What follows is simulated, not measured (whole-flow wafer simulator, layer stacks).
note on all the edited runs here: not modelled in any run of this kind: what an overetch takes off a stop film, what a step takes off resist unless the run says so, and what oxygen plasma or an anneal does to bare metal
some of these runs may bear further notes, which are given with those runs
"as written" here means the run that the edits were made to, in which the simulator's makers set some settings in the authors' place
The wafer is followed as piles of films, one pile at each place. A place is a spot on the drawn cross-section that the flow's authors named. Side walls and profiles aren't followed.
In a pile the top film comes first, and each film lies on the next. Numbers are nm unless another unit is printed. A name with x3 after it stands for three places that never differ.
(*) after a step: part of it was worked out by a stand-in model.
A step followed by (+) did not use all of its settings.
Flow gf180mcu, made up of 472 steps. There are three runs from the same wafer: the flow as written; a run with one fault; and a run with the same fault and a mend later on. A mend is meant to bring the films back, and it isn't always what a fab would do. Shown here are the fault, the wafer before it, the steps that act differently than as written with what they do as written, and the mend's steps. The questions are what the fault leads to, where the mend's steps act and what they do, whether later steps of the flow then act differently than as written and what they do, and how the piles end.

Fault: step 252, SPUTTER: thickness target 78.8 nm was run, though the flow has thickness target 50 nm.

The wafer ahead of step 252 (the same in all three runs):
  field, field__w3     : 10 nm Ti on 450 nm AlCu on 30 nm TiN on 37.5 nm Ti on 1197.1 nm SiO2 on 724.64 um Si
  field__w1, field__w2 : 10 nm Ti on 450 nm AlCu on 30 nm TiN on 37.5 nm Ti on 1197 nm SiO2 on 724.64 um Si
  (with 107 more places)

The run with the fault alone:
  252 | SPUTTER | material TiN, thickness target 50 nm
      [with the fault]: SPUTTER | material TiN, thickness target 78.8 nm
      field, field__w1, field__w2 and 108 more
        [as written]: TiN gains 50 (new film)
        [with the fault]: TiN gains 78.8 (new film)
  Steps further on in the flow that do not act as written (3 other steps are not shown; they differ only slightly, by no more than 2% or 0.5 nm, whichever is larger):
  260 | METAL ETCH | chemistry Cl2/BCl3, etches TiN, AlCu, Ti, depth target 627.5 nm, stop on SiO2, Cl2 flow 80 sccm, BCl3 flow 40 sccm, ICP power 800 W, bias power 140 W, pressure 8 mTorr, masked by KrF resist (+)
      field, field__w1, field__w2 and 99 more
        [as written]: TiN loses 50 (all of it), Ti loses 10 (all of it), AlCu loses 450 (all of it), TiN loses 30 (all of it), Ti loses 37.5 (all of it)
        [with the fault]: TiN loses 78.8 (all of it), Ti loses 10 (all of it), AlCu loses 450 (all of it), TiN loses 30 (all of it), Ti loses 37.5 (all of it)
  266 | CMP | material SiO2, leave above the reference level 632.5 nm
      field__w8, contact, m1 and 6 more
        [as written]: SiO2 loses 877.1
        [with the fault]: SiO2 loses 905.9
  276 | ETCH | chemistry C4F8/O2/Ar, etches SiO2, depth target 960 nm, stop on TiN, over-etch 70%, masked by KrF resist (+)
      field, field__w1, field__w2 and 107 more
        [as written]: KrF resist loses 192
        [with the fault]: KrF resist loses 184.8
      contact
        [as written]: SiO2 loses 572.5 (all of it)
        [with the fault]: SiO2 loses 543.7 (all of it)
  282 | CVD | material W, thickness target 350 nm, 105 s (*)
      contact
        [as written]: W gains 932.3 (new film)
        [with the fault]: W gains 903.2 (new film)
  The piles end different from the flow's at field__w8, contact, m1 and 6 more by more than 2% or 0.5 nm, whichever is larger.
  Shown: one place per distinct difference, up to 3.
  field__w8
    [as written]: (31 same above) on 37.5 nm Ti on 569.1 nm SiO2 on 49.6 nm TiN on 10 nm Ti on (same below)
    [with the fault]: (31 same above) on 37.5 nm Ti on 540.3 nm SiO2 on 78.4 nm TiN on 10 nm Ti on (same below)
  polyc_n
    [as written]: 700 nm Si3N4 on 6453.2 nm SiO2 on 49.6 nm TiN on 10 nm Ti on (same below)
    [with the fault]: 700 nm Si3N4 on 6424.4 nm SiO2 on 78.4 nm TiN on 10 nm Ti on (same below)
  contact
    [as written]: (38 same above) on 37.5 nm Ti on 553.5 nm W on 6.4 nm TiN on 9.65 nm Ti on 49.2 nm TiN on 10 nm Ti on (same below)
    [with the fault]: (38 same above) on 37.5 nm Ti on 524.4 nm W on 6.51 nm TiN on 9.82 nm Ti on 78 nm TiN on 10 nm Ti on (same below)

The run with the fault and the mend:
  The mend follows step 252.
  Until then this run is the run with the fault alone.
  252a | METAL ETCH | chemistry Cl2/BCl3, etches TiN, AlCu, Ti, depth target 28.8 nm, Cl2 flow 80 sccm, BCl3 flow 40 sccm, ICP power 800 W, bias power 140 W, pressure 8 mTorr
      field, field__w1, field__w2 and 108 more
        TiN loses 28.8
  Every later step of the flow that is run acts as written at every place that is followed.
  At every place that both follow, the piles at the end match the flow's.
